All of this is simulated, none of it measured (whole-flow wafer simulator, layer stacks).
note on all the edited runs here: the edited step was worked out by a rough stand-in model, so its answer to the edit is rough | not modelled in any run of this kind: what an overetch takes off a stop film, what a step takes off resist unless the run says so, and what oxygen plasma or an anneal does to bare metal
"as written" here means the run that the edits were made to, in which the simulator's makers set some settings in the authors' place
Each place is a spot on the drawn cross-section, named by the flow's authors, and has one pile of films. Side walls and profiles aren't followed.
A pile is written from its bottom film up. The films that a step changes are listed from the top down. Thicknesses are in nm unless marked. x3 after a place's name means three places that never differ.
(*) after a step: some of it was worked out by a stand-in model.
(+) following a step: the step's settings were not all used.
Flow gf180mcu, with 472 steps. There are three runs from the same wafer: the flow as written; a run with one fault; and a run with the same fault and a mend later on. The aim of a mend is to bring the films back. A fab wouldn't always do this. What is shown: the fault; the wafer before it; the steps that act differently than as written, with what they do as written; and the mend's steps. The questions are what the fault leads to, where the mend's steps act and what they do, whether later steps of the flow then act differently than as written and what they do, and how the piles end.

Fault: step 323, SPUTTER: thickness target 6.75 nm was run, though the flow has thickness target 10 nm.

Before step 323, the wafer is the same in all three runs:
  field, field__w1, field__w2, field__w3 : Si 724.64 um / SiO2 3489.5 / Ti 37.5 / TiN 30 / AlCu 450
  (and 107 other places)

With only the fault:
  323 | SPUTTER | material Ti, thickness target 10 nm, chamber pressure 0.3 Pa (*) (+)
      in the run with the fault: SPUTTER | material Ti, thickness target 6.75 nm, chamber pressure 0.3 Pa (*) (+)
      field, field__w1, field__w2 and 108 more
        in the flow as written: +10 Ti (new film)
        in the run with the fault: +6.75 Ti (new film)
  Steps later in the flow that act otherwise than as written (5 other steps are not shown; they differ only slightly, by no more than 2% or 0.5 nm, whichever is larger):
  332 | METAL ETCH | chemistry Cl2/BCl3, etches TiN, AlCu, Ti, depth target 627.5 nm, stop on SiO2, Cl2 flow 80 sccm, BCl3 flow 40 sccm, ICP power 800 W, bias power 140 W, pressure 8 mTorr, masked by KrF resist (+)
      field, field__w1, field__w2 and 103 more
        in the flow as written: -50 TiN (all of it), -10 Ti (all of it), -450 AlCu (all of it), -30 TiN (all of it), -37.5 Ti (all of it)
        in the run with the fault: -50 TiN (all of it), -6.75 Ti (all of it), -450 AlCu (all of it), -30 TiN (all of it), -37.5 Ti (all of it)
  By the end, the piles at field__w8, contact, m1, m1__w1, m1_nw depart from the flow's by more than 2% or 0.5 nm, whichever is larger.
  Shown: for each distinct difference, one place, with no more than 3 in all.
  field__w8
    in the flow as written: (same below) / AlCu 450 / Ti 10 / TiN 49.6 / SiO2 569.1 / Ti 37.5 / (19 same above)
    in the run with the fault: (same below) / AlCu 450 / Ti 6.75 / TiN 49.6 / SiO2 572.4 / Ti 37.5 / (19 same above)
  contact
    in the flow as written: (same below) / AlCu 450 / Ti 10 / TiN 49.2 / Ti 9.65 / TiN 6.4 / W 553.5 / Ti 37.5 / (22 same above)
    in the run with the fault: (same below) / AlCu 450 / Ti 6.75 / TiN 49.2 / Ti 9.63 / TiN 6.39 / W 556.8 / Ti 37.5 / (22 same above)

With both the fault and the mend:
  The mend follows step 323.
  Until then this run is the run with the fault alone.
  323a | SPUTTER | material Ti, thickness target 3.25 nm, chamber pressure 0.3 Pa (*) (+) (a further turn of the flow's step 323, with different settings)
      field, field__w1, field__w2 and 108 more
        +3.25 Ti
  None of the later steps of the flow acts differently than as written at any place that is followed.
  The piles end the same as the flow's at every place that both follow.
